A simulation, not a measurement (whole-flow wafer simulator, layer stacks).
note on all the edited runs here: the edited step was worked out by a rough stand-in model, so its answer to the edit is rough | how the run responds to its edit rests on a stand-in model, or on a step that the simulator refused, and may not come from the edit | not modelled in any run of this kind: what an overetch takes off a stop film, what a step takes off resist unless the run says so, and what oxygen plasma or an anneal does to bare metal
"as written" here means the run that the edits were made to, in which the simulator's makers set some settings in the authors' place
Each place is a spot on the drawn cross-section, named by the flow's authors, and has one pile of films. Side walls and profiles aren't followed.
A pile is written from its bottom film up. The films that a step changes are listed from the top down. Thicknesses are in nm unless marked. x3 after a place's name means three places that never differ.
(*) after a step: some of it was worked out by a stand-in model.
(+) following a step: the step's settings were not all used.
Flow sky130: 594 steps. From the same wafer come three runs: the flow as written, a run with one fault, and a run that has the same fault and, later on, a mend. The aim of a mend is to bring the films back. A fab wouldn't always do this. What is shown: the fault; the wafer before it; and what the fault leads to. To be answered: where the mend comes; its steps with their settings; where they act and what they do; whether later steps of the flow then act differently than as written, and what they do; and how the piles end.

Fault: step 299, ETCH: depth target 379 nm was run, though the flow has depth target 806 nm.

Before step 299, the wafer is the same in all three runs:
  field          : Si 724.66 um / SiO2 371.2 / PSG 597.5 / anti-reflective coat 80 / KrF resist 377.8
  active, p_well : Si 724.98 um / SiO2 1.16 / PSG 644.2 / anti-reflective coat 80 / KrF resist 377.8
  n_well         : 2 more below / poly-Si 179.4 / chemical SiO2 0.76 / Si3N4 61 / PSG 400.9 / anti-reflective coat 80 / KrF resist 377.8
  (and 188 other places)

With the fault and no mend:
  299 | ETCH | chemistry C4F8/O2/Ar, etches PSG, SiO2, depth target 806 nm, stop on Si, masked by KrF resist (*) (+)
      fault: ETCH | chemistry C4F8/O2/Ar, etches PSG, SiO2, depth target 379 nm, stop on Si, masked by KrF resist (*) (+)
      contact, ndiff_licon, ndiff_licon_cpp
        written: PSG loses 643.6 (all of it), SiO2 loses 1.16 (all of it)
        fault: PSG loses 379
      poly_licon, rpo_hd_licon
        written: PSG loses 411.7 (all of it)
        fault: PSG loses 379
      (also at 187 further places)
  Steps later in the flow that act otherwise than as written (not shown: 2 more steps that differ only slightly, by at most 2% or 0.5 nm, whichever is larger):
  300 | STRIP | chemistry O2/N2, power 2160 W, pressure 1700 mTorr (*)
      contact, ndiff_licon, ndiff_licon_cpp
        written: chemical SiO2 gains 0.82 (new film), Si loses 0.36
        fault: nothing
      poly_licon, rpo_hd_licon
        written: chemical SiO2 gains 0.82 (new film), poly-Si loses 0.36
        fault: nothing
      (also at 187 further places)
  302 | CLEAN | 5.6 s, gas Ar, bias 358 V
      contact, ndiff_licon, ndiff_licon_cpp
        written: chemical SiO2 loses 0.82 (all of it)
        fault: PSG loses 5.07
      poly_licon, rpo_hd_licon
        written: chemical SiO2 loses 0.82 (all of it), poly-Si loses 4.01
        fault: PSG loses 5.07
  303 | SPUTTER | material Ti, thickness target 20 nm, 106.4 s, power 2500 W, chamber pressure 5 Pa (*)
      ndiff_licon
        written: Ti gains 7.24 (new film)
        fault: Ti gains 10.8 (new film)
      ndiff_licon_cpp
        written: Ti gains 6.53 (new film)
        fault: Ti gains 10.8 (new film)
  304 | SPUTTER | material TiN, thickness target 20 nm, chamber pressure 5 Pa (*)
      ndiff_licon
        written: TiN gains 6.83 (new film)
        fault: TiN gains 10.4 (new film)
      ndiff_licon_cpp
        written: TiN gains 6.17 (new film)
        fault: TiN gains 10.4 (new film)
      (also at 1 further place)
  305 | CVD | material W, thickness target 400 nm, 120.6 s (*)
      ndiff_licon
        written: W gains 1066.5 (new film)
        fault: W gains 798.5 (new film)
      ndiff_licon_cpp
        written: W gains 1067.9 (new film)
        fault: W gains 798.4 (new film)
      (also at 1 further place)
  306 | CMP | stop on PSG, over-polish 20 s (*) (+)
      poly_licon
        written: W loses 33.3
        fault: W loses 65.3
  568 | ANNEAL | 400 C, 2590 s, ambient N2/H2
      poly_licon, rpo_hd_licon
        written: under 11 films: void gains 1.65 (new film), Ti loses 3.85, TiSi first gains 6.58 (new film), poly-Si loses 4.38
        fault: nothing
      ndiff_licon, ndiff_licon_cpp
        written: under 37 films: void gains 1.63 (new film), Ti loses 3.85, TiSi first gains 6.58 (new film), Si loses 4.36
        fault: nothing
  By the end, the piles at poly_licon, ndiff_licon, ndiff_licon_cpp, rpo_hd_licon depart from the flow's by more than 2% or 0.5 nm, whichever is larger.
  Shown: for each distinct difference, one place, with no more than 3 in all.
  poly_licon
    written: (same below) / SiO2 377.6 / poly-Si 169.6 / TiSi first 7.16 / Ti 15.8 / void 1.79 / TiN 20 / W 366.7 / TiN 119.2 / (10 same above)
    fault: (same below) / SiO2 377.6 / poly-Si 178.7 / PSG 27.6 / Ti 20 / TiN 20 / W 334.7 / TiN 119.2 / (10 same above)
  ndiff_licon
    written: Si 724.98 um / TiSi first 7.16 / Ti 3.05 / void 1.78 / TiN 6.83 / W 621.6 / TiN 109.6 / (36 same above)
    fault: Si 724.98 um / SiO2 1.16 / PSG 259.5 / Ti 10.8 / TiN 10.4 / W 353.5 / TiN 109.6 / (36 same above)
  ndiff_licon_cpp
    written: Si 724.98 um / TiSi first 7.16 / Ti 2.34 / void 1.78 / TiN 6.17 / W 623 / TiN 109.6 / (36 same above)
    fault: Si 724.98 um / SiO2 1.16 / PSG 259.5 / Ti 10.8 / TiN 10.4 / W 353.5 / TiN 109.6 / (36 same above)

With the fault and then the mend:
  The mend follows step 299.
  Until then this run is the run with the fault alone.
  299a | ETCH | chemistry C4F8/O2/Ar, etches PSG, SiO2, depth target 427 nm, stop on Si, masked by KrF resist (*) (+) (a further turn of the flow's step 299, with different settings)
      field, active, n_well and 184 more
        KrF resist loses 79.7
      contact, ndiff_licon, ndiff_licon_cpp
        PSG loses 264.6 (all of it), SiO2 loses 1.16 (all of it)
      poly_licon, rpo_hd_licon
        PSG loses 32.7 (all of it)
  Steps later in the flow that act otherwise than as written (not shown: 2 more steps that differ only slightly, by at most 2% or 0.5 nm, whichever is larger):
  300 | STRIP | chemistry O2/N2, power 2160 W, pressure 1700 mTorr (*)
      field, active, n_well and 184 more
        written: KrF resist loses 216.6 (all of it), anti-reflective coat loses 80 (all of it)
        mend: KrF resist loses 222.3 (all of it), anti-reflective coat loses 80 (all of it)
  When the end is reached, the piles differ only a little from the flow's at the places that both follow, at most by 2% or 0.5 nm, whichever is larger.
